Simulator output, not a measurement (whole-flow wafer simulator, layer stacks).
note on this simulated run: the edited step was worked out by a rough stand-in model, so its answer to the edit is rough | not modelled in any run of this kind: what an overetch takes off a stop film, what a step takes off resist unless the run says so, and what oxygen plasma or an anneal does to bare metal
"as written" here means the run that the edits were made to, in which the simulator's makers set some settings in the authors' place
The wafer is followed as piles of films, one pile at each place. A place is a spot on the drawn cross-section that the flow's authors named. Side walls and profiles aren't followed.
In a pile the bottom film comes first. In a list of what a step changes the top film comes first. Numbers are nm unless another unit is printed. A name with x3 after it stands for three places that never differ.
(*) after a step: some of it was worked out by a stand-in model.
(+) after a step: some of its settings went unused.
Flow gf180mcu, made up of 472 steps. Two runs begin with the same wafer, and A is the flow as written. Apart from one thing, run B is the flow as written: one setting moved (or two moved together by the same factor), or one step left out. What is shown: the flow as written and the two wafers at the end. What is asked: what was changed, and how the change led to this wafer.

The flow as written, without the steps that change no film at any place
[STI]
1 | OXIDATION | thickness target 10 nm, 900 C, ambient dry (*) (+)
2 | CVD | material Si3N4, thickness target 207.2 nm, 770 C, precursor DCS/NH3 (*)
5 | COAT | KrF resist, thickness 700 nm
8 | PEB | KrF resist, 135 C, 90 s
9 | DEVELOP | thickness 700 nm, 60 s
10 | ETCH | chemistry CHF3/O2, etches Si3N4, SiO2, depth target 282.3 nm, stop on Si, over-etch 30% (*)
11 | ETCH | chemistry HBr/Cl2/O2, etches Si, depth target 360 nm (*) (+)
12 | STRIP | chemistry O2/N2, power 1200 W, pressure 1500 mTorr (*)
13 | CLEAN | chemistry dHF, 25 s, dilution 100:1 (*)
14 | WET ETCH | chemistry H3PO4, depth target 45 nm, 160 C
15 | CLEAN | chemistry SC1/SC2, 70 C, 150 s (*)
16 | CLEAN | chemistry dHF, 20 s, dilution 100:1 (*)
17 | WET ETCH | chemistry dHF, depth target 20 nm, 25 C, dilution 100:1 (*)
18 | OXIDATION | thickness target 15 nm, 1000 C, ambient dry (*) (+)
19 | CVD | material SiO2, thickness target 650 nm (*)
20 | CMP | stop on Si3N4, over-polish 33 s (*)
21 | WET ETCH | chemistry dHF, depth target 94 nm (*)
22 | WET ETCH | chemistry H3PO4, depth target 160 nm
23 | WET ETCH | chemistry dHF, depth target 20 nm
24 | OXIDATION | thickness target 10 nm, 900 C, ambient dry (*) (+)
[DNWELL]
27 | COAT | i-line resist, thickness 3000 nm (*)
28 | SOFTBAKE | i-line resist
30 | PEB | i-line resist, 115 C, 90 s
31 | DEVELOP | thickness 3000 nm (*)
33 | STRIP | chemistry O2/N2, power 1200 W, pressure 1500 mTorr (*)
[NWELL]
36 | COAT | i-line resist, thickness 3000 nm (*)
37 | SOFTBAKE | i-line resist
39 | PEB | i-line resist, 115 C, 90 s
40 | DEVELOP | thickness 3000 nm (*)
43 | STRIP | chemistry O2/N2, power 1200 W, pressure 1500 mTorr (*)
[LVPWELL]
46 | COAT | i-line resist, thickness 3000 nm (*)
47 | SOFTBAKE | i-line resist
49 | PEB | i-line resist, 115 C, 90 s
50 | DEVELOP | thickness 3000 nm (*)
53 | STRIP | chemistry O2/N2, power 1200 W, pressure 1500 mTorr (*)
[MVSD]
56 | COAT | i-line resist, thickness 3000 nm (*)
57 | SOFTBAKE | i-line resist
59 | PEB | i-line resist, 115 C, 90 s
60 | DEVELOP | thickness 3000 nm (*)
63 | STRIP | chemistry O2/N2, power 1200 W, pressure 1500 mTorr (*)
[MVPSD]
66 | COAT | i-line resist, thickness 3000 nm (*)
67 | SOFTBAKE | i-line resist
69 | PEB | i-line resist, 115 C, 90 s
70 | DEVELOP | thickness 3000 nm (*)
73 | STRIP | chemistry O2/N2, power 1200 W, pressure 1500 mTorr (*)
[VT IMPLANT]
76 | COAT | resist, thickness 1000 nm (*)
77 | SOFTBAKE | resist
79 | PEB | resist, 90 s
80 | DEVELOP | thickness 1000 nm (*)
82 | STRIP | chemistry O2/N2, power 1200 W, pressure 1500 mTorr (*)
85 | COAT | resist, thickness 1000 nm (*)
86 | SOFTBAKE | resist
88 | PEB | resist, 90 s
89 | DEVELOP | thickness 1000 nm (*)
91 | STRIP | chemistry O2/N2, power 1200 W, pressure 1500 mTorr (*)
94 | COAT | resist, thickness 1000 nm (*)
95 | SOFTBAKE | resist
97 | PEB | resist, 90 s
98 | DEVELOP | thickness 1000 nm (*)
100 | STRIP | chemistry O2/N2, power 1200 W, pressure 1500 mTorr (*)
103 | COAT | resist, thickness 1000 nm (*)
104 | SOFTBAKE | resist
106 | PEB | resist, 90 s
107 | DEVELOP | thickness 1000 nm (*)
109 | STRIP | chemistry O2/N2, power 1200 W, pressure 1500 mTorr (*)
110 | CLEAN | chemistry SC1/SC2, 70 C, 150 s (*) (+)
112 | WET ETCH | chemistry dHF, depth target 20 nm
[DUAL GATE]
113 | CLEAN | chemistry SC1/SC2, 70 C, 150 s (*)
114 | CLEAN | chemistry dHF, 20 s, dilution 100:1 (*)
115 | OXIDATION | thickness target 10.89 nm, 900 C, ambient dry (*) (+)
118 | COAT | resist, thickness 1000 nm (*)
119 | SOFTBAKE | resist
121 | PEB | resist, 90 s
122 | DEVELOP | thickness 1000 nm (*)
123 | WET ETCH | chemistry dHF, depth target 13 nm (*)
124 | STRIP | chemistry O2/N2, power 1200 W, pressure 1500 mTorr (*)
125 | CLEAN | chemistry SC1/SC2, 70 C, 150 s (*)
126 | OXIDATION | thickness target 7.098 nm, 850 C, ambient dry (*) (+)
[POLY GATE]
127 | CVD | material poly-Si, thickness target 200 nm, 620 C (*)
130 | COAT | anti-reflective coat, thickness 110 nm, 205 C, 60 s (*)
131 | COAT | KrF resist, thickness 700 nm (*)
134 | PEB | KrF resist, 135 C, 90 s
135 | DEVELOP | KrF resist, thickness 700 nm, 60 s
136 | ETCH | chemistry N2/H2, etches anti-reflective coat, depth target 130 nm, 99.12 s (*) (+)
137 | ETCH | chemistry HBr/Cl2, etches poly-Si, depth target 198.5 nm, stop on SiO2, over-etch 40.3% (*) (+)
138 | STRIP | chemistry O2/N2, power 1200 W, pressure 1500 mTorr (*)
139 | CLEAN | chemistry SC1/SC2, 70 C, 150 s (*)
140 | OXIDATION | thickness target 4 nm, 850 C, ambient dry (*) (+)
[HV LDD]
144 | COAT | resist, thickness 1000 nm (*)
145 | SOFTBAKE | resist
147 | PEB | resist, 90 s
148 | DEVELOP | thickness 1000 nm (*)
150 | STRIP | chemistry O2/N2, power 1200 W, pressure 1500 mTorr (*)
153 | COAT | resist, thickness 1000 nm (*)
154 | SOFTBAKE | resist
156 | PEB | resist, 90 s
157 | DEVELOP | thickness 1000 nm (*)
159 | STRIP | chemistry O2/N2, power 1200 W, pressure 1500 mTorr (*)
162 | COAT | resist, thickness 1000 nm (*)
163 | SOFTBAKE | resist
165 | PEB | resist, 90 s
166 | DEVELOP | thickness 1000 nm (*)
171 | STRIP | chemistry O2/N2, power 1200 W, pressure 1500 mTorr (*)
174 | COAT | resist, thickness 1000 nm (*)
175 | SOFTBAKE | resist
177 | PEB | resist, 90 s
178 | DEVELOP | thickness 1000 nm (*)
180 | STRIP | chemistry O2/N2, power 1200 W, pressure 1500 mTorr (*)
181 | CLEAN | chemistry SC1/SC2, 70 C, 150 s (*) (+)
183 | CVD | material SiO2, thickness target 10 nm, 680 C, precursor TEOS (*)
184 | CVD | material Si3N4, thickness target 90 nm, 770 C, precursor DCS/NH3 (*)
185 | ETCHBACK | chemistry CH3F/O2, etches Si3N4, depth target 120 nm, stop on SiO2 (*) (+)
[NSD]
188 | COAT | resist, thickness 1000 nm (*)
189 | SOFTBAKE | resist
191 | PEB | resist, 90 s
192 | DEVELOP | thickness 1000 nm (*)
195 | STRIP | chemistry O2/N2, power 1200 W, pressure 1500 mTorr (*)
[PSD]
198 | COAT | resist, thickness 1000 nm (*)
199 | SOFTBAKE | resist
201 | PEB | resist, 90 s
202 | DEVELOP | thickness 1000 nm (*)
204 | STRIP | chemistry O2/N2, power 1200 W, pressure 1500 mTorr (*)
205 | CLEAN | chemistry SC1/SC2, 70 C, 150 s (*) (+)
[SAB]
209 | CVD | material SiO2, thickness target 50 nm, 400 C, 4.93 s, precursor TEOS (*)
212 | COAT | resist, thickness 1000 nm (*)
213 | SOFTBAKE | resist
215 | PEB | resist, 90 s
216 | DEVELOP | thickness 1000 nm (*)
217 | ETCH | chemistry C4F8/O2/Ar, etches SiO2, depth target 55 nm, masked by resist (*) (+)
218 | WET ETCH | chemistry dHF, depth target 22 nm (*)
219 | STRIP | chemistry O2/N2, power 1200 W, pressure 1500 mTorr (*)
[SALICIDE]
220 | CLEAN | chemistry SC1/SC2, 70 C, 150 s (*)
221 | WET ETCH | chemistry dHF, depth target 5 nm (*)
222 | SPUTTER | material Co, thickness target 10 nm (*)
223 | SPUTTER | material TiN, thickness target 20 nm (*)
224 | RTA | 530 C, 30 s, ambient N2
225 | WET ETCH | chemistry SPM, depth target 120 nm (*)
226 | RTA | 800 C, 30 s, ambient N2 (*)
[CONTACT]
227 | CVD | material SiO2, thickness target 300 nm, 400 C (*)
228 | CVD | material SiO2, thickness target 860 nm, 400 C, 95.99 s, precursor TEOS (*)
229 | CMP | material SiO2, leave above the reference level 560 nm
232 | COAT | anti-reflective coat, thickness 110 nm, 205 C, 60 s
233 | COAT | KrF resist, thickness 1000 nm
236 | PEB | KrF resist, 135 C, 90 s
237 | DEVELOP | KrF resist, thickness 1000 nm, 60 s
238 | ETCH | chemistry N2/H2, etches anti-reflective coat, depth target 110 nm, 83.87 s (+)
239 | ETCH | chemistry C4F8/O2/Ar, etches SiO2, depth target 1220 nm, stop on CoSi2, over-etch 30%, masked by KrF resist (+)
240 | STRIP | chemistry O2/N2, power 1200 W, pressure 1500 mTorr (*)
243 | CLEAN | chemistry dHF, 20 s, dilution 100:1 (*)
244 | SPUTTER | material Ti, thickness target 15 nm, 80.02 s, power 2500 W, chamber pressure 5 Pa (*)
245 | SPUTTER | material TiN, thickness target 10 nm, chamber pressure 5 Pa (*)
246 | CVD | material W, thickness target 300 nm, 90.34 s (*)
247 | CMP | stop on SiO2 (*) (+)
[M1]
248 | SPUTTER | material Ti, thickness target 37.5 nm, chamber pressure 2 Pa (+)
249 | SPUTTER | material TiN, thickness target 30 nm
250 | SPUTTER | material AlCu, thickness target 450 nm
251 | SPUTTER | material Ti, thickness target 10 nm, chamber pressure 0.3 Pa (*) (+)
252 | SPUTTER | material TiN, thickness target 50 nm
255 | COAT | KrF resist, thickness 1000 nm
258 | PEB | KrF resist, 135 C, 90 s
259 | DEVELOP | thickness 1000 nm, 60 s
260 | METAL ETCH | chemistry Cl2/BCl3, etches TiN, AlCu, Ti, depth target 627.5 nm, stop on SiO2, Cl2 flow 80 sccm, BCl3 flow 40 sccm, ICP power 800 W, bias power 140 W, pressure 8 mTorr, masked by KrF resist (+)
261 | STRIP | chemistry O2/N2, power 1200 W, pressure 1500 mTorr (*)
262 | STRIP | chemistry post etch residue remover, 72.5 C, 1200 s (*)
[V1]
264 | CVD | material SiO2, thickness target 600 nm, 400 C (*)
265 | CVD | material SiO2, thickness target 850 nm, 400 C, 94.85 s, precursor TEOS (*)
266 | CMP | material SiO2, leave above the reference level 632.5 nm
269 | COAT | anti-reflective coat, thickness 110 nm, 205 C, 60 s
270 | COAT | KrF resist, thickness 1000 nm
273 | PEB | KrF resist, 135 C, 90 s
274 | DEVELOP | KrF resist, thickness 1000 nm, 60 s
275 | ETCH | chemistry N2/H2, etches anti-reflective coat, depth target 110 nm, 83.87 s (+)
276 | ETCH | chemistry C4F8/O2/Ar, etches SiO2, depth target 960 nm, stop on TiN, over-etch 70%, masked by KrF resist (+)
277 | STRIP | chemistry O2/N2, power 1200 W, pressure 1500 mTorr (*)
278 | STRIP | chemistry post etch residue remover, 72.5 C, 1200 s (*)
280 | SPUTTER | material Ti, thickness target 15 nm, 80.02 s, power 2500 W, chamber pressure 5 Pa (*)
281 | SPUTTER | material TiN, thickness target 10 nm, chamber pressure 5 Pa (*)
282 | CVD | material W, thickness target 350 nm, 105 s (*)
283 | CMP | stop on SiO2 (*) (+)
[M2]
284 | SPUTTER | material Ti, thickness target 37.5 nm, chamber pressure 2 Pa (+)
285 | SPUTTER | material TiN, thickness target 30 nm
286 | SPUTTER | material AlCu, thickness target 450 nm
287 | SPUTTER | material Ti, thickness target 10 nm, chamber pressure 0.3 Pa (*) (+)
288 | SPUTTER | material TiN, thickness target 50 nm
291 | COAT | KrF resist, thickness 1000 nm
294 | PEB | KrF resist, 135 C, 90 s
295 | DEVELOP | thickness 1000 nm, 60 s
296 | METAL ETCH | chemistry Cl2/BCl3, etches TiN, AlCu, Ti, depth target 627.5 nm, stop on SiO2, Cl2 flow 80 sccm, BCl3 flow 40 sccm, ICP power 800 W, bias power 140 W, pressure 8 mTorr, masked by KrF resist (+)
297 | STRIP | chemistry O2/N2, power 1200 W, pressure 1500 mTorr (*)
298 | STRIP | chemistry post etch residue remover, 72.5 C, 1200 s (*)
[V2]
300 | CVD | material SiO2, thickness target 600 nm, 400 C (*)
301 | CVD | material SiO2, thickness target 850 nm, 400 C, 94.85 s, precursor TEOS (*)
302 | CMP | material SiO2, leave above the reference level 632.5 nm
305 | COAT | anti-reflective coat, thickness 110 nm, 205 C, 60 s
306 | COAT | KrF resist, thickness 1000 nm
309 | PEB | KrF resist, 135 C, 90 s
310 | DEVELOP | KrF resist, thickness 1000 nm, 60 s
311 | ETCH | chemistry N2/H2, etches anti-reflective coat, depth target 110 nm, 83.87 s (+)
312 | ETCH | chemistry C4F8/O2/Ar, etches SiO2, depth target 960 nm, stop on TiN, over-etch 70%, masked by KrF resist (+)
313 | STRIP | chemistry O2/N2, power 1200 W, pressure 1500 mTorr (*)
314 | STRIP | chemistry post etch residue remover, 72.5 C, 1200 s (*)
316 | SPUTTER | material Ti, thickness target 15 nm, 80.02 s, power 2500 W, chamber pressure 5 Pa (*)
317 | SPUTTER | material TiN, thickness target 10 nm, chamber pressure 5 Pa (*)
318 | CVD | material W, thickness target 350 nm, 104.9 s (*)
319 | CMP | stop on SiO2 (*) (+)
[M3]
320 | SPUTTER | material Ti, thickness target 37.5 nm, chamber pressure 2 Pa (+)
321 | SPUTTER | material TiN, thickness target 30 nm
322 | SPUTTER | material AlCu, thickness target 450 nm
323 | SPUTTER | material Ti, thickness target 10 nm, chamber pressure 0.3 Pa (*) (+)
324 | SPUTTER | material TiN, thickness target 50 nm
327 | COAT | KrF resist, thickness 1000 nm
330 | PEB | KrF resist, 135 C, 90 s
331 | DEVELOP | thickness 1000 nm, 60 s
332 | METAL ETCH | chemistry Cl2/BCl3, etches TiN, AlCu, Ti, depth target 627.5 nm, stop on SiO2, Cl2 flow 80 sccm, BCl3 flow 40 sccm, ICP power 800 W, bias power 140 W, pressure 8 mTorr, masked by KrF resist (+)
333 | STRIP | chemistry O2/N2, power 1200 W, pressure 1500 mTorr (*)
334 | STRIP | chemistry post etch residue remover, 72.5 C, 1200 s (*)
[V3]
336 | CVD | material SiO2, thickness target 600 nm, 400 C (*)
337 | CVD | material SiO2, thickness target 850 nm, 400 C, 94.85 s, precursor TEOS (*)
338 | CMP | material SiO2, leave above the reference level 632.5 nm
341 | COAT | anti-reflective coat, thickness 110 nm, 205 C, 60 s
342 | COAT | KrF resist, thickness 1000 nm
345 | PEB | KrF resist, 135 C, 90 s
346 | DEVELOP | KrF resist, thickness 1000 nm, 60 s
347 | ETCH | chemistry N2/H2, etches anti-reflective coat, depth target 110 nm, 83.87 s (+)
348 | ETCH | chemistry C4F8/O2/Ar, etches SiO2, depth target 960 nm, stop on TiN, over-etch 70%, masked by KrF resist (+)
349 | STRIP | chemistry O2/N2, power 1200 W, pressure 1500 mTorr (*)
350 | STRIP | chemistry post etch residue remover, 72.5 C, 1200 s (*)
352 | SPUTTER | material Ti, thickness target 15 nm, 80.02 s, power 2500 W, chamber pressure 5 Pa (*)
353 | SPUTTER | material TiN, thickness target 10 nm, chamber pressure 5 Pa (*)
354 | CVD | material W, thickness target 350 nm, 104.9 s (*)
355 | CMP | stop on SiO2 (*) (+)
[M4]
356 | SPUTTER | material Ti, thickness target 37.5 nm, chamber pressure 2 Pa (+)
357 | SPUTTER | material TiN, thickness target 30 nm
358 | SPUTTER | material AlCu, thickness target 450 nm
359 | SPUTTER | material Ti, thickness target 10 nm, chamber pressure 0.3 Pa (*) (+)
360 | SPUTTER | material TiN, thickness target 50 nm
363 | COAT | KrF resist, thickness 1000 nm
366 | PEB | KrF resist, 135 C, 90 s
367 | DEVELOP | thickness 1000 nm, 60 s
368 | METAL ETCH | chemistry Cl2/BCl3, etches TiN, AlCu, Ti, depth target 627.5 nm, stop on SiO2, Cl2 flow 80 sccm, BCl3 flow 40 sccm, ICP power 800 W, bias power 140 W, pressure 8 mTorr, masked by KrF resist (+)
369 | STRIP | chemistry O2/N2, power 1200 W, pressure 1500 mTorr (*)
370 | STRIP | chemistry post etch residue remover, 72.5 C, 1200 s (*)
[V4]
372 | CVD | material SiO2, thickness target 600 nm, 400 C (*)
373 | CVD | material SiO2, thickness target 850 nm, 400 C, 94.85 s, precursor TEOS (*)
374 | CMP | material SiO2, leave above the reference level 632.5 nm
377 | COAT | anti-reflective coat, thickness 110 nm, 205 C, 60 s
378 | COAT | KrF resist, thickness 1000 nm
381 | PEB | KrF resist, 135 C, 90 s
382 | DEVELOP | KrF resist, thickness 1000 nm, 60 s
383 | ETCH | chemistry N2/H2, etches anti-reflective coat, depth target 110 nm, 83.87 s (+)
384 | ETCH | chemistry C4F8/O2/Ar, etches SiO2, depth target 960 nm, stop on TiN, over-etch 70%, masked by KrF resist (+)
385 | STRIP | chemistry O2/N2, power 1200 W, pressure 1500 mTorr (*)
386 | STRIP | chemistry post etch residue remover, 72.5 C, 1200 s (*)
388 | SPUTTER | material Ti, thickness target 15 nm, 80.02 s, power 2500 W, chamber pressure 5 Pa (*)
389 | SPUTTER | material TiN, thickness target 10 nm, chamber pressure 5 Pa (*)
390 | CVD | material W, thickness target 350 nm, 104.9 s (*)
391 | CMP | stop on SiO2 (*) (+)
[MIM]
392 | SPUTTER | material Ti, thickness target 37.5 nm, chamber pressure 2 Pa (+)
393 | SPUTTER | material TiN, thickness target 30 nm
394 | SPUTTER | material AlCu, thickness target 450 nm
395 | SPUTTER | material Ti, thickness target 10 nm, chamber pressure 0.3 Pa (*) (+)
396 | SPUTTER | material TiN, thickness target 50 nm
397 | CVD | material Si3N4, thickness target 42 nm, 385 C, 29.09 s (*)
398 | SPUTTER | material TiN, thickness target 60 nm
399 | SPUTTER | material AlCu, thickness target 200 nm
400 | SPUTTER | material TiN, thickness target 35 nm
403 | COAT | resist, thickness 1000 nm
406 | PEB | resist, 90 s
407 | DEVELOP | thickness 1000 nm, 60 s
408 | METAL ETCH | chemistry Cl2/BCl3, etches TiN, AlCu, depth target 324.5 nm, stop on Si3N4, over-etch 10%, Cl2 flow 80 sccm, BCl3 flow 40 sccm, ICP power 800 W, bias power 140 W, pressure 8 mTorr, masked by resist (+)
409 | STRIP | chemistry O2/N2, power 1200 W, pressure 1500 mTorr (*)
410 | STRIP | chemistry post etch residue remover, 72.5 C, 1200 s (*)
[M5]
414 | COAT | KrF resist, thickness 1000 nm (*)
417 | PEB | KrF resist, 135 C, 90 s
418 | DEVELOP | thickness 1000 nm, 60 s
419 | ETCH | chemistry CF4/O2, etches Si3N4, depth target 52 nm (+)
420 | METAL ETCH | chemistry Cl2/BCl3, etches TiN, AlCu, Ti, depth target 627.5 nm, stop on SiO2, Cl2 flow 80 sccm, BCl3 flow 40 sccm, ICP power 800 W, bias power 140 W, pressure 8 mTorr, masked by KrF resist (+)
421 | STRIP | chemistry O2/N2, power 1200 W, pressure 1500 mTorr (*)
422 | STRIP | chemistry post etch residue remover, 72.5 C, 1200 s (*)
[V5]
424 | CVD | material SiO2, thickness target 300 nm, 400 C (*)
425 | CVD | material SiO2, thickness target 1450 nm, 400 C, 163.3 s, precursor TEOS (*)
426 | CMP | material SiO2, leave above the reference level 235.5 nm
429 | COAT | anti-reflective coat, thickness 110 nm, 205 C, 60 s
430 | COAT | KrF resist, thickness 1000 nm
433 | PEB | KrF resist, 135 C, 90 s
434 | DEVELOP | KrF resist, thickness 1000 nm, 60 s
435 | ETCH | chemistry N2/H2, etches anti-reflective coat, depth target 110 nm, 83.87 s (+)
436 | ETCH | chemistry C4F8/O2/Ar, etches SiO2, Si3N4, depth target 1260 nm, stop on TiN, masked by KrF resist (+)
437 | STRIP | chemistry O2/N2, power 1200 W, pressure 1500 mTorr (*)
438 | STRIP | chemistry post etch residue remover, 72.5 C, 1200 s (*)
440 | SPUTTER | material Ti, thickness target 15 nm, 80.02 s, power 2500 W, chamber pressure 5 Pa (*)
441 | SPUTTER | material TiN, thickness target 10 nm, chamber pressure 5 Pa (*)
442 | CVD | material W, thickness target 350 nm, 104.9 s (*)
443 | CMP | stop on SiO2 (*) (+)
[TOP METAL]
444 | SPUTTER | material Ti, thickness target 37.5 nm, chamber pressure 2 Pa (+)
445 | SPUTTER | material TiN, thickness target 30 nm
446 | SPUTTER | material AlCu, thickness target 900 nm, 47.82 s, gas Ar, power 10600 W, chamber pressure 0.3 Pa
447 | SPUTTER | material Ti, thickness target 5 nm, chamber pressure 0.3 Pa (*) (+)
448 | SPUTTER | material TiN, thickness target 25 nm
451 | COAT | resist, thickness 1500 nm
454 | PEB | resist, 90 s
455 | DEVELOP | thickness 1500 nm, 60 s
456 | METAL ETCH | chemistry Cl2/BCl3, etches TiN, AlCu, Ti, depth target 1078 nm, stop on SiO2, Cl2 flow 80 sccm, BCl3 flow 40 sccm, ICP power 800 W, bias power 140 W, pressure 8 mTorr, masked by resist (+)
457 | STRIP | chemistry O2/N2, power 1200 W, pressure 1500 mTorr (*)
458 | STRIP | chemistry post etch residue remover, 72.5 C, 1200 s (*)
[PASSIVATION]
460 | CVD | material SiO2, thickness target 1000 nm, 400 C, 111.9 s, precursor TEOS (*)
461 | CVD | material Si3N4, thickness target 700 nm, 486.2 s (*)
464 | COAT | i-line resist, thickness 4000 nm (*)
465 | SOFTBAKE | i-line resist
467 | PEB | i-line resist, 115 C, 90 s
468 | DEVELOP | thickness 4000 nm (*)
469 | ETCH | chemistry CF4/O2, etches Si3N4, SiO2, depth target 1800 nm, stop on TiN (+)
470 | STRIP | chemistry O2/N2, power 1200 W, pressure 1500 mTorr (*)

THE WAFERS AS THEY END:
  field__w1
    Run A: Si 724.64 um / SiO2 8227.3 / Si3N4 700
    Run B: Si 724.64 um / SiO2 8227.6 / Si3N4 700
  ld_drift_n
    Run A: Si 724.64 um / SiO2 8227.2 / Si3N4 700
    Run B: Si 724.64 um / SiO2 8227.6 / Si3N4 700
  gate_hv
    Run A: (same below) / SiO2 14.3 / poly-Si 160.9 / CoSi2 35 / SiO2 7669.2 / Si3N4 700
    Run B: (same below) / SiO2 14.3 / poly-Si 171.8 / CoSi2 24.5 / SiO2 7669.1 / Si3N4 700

The reason: step 222, SPUTTER: thickness target 7 nm was run, while the flow as written has thickness target 10 nm.

The path from the change to this, step by step:
  222 | SPUTTER | material Co, thickness target 10 nm (*)
      field, field__w7, field__w8 and 71 more: A +10 Co (new film) | B +7 Co (new film)
      field__w6, field_sub: A +9.95 Co (new film) | B +6.97 Co (new film)
      (as well as at 35 more places)
  224 | RTA | 530 C, 30 s, ambient N2
      gate, gate_hv, gate_p and 22 more: A under 1 film: +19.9 CoSi (new film), -10 Co (all of it), -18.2 poly-Si | B under 1 film: +13.9 CoSi (new film), -7 Co (all of it), -12.7 poly-Si
      active, p_well, sd_n and 11 more: A under 1 film: +19.9 CoSi (new film), -10 Co (all of it), -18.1 Si | B under 1 film: +13.9 CoSi (new film), -7 Co (all of it), -12.7 Si
      (as well as at 10 more places)
  225 | WET ETCH | chemistry SPM, depth target 120 nm (*)
      field, field__w7, field__w8 and 32 more: A -20 TiN (all of it), -10 Co (all of it) | B -20 TiN (all of it), -7 Co (all of it)
      field__w9, nw_enc_fld_lv__w3: A -19.1 TiN (all of it), -9.6 Co (all of it) | B -19.1 TiN (all of it), -6.72 Co (all of it)
      (as well as at 25 more places)
  226 | RTA | 800 C, 30 s, ambient N2 (*)
      gate, gate_hv, gate_p and 22 more: A +35 CoSi2 (new film), -19.9 CoSi (all of it), -18.2 poly-Si | B +24.5 CoSi2 (new film), -13.9 CoSi (all of it), -12.7 poly-Si
      active, p_well, sd_n and 11 more: A +35 CoSi2 (new film), -19.9 CoSi (all of it), -18.1 Si | B +24.5 CoSi2 (new film), -13.9 CoSi (all of it), -12.7 Si
      (as well as at 10 more places)
